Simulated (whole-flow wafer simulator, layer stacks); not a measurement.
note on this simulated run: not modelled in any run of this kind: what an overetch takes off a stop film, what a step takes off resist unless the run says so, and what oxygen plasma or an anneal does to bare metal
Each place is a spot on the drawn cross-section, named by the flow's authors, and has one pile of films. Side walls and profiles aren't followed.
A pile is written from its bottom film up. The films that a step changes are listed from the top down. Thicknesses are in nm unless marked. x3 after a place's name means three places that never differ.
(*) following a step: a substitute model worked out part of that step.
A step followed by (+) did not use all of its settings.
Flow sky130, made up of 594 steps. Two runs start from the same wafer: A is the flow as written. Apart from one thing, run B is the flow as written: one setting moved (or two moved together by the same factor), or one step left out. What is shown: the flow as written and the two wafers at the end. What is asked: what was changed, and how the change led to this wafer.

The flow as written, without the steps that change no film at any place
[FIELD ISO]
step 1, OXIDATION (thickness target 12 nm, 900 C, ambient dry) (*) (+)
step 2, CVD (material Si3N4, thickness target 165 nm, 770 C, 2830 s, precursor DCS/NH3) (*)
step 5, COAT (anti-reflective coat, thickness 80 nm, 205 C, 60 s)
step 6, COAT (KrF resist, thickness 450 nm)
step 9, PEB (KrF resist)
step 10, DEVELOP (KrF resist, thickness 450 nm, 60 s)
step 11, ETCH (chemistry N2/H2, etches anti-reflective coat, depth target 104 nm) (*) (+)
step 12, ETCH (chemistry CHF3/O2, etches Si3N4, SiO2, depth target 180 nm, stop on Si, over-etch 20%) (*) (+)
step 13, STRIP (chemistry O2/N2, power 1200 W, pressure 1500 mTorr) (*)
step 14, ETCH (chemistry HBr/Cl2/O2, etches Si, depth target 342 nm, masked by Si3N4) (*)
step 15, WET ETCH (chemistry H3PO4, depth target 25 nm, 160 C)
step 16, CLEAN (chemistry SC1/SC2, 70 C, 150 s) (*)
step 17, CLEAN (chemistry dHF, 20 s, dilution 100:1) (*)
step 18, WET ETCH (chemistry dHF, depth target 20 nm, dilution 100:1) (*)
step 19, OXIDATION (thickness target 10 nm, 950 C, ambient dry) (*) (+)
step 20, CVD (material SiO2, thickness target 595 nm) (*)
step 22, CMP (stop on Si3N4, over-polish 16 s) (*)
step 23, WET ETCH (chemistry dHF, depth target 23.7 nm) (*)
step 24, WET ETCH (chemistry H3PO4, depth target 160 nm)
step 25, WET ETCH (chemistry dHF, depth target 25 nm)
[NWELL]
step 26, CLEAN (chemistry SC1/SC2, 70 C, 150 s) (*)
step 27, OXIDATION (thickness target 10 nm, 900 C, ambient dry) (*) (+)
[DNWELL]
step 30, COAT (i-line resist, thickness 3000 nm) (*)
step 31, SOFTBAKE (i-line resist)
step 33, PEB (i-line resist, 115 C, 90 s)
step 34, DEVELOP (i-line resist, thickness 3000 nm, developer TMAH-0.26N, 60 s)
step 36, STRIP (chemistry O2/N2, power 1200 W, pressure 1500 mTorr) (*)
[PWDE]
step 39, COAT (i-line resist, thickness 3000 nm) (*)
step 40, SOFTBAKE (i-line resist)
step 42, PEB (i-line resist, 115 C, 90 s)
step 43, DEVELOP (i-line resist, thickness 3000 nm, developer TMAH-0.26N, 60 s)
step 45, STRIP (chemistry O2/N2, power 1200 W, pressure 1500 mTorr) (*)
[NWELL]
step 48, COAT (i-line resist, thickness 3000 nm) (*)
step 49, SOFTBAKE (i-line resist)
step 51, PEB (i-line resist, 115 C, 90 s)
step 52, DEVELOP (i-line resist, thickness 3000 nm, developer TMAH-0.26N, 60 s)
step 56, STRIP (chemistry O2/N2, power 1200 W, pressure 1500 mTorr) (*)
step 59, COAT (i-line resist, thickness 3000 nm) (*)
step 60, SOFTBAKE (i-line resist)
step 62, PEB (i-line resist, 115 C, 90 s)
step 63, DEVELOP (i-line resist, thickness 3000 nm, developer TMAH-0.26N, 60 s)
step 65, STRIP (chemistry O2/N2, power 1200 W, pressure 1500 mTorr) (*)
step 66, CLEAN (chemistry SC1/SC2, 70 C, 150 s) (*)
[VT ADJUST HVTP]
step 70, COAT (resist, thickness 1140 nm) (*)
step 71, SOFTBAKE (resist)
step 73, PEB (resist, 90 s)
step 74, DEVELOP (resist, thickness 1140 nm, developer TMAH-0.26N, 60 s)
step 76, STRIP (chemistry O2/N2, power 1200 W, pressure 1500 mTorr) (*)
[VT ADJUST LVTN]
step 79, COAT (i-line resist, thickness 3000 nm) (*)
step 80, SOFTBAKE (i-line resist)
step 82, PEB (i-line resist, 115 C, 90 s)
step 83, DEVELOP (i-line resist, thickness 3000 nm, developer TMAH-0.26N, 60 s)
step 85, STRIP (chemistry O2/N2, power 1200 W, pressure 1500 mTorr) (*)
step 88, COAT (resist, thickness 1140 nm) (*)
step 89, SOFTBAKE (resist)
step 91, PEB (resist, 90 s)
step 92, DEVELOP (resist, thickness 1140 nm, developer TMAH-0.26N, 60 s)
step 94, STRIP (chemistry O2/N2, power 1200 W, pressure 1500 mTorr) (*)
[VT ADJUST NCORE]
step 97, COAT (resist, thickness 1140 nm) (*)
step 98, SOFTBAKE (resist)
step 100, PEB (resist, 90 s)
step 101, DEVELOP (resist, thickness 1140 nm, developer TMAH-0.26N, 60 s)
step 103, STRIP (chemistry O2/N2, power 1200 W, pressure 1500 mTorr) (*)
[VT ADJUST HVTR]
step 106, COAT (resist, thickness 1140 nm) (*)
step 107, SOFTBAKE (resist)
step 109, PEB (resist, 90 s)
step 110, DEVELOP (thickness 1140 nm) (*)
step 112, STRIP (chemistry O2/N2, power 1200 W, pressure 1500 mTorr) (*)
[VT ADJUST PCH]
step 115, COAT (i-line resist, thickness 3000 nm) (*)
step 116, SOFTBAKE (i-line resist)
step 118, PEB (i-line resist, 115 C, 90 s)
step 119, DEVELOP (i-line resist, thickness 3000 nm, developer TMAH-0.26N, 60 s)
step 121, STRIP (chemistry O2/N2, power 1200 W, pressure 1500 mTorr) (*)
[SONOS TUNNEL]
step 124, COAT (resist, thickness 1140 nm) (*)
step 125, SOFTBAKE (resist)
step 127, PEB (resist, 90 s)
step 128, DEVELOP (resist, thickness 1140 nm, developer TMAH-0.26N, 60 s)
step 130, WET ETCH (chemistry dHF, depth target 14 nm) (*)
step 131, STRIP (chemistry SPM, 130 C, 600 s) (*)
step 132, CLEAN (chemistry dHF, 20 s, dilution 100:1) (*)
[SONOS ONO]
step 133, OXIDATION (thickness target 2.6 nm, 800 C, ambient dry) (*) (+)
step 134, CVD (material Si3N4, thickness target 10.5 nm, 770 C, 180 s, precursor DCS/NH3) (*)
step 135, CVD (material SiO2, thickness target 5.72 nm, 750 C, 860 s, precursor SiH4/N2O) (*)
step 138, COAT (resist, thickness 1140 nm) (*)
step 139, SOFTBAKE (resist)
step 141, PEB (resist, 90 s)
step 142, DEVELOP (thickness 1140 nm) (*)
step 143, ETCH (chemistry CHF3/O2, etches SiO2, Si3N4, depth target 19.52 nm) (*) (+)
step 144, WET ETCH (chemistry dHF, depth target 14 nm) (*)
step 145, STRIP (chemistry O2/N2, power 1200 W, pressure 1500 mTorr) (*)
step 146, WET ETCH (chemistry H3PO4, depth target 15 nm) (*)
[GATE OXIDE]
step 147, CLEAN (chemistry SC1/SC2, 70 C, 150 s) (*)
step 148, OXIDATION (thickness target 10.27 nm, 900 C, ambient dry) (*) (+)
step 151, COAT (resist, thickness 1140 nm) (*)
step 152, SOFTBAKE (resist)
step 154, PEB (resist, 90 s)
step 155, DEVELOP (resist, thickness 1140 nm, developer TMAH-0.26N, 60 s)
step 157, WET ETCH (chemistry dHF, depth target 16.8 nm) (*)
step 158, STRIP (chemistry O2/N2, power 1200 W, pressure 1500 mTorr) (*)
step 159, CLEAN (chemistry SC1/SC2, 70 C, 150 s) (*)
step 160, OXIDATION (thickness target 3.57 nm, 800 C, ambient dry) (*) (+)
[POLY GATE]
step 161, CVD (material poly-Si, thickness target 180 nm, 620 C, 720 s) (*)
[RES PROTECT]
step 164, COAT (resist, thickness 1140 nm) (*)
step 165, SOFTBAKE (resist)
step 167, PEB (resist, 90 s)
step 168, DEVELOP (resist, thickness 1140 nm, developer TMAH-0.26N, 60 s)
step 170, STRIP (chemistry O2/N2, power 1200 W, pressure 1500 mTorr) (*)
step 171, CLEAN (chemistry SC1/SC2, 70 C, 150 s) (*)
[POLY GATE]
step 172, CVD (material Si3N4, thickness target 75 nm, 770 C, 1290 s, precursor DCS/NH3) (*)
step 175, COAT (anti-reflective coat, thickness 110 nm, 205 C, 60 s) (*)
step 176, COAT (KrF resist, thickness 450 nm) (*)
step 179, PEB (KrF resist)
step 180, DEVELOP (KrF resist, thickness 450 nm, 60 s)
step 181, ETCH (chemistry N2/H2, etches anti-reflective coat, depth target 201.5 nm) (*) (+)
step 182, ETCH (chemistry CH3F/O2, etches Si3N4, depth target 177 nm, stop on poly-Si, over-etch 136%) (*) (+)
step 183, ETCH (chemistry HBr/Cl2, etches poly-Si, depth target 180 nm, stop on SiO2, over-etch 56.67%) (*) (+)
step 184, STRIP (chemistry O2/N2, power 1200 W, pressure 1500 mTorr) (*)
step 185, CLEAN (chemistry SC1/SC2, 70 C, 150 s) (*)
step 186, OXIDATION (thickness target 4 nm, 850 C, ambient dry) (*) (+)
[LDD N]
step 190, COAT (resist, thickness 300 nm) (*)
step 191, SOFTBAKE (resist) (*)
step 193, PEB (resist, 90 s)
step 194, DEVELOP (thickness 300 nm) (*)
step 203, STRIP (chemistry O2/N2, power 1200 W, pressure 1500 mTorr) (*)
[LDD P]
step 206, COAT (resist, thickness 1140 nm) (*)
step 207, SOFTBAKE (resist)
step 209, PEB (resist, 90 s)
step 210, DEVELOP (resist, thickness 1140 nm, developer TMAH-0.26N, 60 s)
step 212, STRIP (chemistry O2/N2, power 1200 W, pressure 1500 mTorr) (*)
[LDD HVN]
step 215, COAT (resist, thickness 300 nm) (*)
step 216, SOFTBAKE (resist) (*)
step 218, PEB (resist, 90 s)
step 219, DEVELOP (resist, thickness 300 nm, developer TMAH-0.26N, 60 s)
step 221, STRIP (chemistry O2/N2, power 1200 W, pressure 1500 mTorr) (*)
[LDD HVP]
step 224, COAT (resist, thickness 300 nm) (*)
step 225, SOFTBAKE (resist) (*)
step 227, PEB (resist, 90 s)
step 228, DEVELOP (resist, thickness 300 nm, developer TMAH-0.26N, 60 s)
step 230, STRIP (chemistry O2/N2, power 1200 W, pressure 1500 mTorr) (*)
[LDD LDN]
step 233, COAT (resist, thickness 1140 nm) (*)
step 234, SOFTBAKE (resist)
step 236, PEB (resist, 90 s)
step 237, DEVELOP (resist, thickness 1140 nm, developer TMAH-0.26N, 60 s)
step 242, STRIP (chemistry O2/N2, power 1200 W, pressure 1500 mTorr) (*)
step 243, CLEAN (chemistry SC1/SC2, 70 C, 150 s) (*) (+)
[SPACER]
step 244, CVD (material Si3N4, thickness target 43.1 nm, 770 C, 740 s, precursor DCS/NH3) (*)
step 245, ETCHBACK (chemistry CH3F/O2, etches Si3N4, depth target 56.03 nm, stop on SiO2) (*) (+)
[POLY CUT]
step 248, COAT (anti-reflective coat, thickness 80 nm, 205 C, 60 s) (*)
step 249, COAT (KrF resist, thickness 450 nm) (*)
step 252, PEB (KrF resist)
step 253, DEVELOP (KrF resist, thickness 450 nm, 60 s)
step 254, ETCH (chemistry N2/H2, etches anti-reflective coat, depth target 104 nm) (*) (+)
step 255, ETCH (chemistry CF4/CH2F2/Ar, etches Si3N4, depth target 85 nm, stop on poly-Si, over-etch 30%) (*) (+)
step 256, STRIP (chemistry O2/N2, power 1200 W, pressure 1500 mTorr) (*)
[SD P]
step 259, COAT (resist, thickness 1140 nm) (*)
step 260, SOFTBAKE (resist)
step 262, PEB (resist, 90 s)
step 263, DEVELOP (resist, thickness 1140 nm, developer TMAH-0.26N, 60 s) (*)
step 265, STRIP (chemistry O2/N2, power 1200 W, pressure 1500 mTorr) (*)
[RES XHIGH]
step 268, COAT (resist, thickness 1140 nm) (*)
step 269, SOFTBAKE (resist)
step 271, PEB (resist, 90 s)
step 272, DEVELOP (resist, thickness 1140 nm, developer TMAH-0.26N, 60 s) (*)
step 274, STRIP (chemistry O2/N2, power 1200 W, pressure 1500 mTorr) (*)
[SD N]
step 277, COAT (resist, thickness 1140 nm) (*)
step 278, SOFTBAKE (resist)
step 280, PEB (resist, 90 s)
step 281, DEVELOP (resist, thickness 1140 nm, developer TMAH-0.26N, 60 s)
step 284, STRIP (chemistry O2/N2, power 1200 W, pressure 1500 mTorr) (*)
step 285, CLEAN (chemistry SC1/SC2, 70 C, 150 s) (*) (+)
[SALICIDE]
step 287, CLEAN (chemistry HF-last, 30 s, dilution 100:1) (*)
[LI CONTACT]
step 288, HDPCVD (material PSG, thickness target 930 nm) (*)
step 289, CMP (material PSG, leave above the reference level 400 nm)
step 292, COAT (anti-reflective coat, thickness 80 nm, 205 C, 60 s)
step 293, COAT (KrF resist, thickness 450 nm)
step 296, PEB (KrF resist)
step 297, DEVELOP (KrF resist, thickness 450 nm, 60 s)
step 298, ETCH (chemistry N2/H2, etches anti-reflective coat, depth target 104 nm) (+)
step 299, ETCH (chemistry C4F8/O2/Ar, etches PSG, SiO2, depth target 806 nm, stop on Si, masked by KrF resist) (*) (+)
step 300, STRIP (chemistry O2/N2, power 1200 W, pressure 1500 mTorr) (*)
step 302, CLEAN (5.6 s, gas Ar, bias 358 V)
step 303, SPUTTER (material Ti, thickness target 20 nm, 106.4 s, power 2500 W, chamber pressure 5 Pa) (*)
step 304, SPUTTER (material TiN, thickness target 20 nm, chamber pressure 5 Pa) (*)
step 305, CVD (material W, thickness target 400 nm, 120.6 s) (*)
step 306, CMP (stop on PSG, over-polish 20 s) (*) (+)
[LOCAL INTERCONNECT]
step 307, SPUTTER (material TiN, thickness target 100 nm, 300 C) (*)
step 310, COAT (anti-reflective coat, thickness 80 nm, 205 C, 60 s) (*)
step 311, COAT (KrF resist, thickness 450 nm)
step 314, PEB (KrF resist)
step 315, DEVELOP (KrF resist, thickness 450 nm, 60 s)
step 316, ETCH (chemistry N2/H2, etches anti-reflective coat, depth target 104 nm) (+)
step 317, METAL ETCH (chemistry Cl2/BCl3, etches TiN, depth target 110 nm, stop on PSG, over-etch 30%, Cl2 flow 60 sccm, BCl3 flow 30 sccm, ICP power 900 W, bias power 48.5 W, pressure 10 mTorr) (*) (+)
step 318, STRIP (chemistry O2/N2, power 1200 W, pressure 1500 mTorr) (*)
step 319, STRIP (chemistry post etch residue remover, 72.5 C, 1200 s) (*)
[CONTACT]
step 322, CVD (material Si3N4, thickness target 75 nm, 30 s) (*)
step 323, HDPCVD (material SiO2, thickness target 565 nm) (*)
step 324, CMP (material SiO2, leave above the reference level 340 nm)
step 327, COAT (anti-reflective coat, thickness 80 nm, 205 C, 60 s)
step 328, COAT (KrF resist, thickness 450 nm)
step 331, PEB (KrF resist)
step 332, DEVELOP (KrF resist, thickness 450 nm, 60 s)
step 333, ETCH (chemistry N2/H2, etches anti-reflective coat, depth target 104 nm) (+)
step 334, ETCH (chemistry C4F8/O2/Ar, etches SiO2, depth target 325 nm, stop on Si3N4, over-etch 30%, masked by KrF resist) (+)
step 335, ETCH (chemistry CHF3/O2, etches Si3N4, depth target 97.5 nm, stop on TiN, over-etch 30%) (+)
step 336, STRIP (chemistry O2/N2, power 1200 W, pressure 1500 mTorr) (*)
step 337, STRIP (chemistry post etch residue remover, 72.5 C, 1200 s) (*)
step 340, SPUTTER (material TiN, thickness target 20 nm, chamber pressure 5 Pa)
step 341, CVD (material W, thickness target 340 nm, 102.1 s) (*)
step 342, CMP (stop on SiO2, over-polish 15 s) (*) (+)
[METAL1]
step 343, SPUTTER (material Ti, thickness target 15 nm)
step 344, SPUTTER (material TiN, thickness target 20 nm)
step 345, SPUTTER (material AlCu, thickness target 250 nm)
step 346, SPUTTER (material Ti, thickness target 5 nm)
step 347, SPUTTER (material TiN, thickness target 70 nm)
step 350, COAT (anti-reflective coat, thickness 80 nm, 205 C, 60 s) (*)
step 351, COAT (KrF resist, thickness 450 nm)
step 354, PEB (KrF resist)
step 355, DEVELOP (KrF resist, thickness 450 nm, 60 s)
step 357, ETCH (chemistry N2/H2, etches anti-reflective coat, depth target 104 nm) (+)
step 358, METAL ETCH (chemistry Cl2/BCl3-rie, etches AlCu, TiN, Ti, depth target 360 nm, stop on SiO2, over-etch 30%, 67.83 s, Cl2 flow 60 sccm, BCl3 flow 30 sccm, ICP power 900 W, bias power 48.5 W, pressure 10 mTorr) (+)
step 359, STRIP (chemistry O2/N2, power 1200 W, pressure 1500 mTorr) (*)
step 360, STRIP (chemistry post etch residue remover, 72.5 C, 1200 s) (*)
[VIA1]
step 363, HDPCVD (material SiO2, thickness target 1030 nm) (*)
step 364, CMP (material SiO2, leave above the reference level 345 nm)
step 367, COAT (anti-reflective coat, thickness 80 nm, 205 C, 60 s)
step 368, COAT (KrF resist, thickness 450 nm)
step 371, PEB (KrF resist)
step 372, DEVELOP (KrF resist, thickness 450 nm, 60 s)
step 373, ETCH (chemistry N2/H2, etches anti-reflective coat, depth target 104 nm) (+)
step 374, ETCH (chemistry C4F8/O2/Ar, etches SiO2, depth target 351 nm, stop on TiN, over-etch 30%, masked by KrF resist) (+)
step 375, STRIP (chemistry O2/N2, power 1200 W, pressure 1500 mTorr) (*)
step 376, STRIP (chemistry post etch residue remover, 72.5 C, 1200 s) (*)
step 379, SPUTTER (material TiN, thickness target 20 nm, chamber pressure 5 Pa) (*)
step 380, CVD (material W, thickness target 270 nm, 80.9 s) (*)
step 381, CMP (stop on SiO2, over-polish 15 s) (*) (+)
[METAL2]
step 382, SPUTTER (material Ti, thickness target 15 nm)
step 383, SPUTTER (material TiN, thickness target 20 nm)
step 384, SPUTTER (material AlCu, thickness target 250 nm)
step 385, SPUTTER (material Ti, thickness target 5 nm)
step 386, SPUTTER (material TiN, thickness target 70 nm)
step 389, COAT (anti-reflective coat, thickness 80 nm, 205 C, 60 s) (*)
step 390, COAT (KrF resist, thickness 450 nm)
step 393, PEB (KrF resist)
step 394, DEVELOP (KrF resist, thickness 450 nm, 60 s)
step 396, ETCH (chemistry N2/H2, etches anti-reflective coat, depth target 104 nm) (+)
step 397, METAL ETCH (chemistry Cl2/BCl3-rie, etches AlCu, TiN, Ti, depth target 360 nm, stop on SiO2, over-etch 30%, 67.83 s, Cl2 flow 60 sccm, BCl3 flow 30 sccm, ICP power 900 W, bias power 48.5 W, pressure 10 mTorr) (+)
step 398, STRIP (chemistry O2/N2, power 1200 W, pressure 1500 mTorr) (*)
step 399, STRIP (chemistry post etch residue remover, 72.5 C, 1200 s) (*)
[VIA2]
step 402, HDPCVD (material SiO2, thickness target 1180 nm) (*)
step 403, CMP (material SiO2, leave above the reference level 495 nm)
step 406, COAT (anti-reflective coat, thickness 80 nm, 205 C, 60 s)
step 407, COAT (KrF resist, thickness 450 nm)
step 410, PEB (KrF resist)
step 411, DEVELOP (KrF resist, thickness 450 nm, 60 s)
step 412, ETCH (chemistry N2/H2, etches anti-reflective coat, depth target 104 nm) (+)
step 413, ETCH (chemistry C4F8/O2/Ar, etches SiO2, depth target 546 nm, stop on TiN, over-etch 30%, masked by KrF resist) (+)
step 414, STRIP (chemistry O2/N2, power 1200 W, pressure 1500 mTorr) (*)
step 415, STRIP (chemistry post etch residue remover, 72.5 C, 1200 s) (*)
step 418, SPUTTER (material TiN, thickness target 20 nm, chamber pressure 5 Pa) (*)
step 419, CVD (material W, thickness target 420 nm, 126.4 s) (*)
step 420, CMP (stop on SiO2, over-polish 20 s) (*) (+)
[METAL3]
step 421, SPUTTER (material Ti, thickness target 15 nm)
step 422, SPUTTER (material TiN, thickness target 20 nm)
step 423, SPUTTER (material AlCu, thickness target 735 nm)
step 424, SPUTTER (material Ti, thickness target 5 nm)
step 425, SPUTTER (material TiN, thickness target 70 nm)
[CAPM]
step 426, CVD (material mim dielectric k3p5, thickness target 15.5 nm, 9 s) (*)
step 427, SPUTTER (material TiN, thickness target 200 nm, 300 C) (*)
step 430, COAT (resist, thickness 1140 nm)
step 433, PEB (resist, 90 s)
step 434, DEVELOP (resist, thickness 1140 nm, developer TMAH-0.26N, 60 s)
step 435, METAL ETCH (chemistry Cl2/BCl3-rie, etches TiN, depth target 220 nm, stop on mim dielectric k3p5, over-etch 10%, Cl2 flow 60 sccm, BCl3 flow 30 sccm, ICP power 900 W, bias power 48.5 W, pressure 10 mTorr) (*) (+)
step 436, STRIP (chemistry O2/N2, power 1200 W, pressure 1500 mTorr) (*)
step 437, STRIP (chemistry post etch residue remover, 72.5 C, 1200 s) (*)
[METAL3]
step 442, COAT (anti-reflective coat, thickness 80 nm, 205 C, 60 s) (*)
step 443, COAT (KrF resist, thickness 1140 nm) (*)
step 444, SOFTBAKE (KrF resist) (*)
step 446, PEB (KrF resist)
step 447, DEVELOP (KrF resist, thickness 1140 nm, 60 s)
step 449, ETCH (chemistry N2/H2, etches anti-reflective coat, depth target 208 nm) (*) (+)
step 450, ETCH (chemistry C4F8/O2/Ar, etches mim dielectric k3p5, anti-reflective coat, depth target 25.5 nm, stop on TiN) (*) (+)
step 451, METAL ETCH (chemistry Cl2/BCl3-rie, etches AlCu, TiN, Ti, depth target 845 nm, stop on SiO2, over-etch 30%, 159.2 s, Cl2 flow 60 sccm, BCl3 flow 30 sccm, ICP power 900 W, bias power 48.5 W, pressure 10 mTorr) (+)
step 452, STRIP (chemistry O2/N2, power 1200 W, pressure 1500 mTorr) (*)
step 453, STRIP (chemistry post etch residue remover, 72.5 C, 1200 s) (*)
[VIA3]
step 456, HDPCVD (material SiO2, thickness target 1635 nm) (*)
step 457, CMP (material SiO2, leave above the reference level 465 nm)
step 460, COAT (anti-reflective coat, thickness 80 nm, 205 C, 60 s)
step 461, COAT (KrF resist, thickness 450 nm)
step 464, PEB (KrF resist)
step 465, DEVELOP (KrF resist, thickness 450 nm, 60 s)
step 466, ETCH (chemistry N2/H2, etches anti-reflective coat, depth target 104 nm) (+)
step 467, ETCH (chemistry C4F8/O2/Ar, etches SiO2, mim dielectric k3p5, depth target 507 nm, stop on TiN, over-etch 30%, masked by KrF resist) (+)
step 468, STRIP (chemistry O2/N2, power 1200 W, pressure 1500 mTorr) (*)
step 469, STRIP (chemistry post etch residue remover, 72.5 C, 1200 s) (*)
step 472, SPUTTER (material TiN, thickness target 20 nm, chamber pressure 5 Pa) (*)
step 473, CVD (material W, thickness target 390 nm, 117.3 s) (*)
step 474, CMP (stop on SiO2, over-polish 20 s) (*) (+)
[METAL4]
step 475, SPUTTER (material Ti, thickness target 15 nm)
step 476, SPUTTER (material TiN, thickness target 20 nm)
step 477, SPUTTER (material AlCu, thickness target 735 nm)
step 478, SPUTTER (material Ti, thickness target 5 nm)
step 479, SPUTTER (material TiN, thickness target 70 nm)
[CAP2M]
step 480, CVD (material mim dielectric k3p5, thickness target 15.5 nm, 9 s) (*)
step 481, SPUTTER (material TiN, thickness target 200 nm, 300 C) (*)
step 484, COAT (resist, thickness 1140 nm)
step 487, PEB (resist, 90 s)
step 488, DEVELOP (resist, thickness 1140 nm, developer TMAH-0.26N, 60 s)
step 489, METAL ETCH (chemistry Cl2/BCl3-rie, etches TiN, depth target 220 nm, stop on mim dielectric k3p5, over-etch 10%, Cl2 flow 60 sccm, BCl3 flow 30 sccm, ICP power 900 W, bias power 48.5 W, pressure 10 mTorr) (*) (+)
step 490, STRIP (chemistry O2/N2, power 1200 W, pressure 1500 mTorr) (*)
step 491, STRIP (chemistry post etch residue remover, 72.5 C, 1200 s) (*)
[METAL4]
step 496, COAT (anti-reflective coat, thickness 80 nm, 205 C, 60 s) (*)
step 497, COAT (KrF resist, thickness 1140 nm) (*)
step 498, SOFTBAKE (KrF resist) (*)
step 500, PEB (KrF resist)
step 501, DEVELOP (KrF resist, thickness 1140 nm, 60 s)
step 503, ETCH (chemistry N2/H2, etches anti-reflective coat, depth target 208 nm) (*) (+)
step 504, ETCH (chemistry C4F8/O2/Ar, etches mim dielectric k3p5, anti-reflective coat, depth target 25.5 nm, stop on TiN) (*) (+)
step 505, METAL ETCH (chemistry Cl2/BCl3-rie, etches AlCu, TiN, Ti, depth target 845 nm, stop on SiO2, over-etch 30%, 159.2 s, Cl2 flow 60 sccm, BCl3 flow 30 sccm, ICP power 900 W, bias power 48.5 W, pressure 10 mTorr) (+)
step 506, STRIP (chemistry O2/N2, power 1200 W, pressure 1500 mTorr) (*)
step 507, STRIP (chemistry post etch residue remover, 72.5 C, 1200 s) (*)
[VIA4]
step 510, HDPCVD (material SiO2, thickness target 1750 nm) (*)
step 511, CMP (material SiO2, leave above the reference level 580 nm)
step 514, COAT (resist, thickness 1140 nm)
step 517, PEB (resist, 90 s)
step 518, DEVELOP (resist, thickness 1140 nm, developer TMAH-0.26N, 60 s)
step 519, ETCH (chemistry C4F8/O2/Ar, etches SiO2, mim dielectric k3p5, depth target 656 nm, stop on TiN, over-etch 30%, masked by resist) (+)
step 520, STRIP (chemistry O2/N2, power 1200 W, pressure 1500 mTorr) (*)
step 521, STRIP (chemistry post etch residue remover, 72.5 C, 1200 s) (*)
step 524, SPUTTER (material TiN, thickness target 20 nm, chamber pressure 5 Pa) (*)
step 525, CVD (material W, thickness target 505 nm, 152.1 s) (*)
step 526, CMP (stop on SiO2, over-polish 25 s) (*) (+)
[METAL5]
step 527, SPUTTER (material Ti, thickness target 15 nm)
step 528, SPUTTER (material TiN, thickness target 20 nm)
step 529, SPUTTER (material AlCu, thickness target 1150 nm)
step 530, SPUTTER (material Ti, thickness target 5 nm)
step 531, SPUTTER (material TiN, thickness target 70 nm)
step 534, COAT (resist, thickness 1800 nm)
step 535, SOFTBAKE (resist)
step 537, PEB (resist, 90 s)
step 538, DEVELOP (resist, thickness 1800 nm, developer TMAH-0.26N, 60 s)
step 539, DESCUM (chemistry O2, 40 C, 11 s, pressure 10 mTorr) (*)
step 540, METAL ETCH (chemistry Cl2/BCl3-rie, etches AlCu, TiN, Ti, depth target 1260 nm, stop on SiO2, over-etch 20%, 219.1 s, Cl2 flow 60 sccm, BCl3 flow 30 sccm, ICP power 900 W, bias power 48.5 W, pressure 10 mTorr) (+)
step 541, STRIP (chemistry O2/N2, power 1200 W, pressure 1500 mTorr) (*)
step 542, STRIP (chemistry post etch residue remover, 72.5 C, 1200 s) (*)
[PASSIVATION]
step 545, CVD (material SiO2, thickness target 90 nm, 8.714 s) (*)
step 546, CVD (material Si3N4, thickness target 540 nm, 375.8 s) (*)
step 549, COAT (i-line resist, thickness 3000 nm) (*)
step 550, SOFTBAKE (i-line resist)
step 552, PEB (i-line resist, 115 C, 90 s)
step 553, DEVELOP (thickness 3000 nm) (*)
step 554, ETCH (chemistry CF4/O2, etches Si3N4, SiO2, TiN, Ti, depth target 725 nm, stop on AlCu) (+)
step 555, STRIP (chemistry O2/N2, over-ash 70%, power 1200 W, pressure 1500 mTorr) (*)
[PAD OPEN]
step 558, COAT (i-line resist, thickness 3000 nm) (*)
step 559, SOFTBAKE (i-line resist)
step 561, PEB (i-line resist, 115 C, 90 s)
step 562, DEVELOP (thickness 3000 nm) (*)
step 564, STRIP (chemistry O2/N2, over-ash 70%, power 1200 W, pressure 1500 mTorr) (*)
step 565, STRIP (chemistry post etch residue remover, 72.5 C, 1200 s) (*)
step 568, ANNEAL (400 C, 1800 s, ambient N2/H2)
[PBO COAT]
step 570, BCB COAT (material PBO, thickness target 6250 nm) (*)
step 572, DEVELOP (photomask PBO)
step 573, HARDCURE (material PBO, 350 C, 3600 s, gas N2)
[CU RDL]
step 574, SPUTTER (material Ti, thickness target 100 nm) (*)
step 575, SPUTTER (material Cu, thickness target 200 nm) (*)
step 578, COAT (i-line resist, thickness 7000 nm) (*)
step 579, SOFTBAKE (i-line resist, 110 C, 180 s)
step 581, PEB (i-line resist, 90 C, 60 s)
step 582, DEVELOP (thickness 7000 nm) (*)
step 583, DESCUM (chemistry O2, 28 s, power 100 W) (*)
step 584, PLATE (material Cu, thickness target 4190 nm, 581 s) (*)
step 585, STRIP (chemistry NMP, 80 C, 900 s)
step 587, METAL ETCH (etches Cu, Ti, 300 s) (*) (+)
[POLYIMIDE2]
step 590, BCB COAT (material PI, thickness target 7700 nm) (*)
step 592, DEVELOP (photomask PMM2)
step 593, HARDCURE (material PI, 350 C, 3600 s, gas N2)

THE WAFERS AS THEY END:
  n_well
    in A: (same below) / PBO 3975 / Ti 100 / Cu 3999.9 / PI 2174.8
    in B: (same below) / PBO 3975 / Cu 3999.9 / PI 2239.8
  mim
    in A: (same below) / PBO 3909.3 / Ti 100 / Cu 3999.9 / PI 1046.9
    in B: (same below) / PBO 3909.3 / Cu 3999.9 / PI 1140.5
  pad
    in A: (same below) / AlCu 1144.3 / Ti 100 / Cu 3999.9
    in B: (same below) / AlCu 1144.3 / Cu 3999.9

Cause: step 574, SPUTTER: material Ti, thickness target 100 nm (*), was not run.

The path from the change to this, step by step:
  step 579, SOFTBAKE (i-line resist, 110 C, 180 s)
      hv_encl: A i-line resist loses 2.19 | B i-line resist loses 4.72
  step 587, METAL ETCH (etches Cu, Ti, 300 s) (*) (+)
      field, active, gate and 167 more: A Cu loses 200 (all of it), Ti loses 100 (all of it) | B Cu loses 200 (all of it)
  step 590, BCB COAT (material PI, thickness target 7700 nm) (*)
      n_well, p_well, sd_n, sd_p: A PI gains 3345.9 (new film) | B PI gains 3445.9 (new film)
      mim: A PI gains 3640.8 (new film) | B PI gains 3736.3 (new film)
      (as well as at 14 more places)
  step 593, HARDCURE (material PI, 350 C, 3600 s, gas N2)
      n_well, p_well, sd_n, sd_p: A PI loses 1171.1 | B PI loses 1206.1
